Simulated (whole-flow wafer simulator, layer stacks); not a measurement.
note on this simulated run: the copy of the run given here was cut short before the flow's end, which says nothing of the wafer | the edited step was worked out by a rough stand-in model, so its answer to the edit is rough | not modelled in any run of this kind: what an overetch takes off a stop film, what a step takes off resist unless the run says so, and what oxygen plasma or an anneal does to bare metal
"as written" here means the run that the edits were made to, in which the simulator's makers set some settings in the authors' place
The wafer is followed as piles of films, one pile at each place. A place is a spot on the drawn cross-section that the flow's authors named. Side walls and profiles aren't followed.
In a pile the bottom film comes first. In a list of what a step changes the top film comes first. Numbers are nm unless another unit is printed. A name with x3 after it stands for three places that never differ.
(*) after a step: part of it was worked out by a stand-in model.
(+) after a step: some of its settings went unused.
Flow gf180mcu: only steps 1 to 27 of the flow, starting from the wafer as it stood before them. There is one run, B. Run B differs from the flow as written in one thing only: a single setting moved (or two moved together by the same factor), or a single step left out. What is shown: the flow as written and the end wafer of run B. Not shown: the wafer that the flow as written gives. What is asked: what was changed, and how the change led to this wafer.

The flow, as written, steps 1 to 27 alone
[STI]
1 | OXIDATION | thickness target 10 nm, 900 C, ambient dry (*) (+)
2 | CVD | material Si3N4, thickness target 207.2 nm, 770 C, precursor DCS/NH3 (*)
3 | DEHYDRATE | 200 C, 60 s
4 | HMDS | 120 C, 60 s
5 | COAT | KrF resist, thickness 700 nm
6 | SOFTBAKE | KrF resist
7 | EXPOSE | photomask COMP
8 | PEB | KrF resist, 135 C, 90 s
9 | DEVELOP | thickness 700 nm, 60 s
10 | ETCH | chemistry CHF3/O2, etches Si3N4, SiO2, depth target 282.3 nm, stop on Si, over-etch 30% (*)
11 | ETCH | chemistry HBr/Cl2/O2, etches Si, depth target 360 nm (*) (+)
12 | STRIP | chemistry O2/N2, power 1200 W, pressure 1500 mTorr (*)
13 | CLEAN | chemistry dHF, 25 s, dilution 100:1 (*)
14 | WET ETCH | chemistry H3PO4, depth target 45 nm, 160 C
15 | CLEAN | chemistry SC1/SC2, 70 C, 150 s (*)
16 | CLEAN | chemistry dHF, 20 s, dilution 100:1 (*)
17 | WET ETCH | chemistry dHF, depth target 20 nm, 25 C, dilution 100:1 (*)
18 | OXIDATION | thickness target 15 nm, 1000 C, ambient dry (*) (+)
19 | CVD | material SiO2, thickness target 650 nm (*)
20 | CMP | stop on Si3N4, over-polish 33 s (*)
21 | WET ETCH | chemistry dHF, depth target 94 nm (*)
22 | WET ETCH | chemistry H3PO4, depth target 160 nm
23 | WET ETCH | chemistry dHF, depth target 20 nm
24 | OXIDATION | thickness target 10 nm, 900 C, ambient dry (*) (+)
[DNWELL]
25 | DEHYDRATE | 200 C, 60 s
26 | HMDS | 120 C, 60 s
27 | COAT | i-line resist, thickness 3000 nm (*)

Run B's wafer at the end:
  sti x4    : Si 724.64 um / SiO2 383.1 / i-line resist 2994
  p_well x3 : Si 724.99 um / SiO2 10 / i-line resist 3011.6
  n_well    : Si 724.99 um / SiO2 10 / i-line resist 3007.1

What caused this: step 21, WET ETCH: depth target 117 nm was run, while the flow as written has depth target 94 nm.

Step by step, how the change led to this:
  21 | WET ETCH | chemistry dHF, depth target 94 nm (*)
      active, n_well, p_well x3 and 38 more: -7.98 Si3N4 (as written it would have been: -6.43 Si3N4)
      field, field_sub, sti x4 and 31 more: -117 SiO2 (as written it would have been: -94 SiO2)
